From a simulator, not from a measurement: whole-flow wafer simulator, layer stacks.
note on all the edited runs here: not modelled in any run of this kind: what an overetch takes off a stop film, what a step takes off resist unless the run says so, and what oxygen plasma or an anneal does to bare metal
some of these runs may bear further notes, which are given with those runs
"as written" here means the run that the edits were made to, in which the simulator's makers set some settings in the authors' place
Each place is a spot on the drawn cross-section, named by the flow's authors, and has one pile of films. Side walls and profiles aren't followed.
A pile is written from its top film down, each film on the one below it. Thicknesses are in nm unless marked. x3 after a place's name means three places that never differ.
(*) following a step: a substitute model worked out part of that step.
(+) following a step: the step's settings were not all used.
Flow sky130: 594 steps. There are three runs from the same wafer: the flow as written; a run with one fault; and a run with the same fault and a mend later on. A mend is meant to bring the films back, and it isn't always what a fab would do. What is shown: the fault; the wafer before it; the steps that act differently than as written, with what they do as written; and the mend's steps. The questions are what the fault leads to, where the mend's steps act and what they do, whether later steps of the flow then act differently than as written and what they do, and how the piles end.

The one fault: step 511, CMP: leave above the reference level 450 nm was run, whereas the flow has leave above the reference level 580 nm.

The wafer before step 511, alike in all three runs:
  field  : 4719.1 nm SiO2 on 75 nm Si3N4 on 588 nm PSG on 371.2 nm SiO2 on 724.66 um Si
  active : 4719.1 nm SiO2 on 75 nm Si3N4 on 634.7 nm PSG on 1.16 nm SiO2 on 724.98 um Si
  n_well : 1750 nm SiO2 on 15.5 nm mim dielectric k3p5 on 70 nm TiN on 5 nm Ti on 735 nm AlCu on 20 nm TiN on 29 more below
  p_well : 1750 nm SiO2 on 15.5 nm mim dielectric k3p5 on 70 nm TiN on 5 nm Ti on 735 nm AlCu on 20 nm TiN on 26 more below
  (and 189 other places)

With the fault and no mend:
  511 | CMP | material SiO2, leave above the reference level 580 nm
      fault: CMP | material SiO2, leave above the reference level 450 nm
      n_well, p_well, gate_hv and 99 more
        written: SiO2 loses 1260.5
        fault: SiO2 loses 1390.5
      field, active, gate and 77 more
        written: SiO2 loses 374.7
        fault: SiO2 loses 504.7
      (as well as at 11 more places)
  Steps further on in the flow that do not act as written:
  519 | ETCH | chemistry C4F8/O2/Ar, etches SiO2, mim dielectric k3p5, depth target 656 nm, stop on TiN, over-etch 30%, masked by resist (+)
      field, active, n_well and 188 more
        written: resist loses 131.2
        fault: resist loses 97.7
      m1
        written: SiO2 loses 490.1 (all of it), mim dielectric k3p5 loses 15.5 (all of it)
        fault: SiO2 loses 360.1 (all of it), mim dielectric k3p5 loses 15.5 (all of it)
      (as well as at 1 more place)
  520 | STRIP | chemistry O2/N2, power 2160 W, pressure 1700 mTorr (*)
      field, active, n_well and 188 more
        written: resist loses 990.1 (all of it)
        fault: resist loses 1023.6 (all of it)
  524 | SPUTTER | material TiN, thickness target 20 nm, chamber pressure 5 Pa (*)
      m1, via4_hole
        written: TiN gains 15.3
        fault: TiN gains 16.2
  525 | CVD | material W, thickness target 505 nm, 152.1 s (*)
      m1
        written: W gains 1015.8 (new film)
        fault: W gains 688.1 (new film)
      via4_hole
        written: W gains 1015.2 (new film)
        fault: W gains 689.2 (new film)
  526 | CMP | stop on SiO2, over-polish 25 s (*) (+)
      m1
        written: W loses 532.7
        fault: W loses 335.9
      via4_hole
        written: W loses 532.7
        fault: W loses 337.6
  By the end, the piles at field, active, n_well and 190 more depart from the flow's by more than 2% or 0.5 nm, whichever is larger.
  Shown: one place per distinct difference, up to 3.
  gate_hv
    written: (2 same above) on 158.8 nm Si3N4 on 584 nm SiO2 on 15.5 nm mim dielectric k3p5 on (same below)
    fault: (2 same above) on 158.8 nm Si3N4 on 454 nm SiO2 on 15.5 nm mim dielectric k3p5 on (same below)
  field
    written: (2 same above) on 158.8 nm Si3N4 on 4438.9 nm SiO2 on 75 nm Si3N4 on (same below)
    fault: (2 same above) on 158.8 nm Si3N4 on 4308.9 nm SiO2 on 75 nm Si3N4 on (same below)
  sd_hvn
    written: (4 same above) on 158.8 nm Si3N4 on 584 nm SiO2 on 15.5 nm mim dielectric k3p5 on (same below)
    fault: (4 same above) on 158.8 nm Si3N4 on 454 nm SiO2 on 15.5 nm mim dielectric k3p5 on (same below)

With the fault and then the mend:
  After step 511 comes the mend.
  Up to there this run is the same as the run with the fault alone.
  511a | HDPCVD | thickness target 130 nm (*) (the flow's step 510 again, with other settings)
      field, active, n_well and 190 more
        SiO2 gains 130
  Later steps of the flow that are run all act as written at every place that is followed.
  The piles end the same as the flow's at every place that both follow.
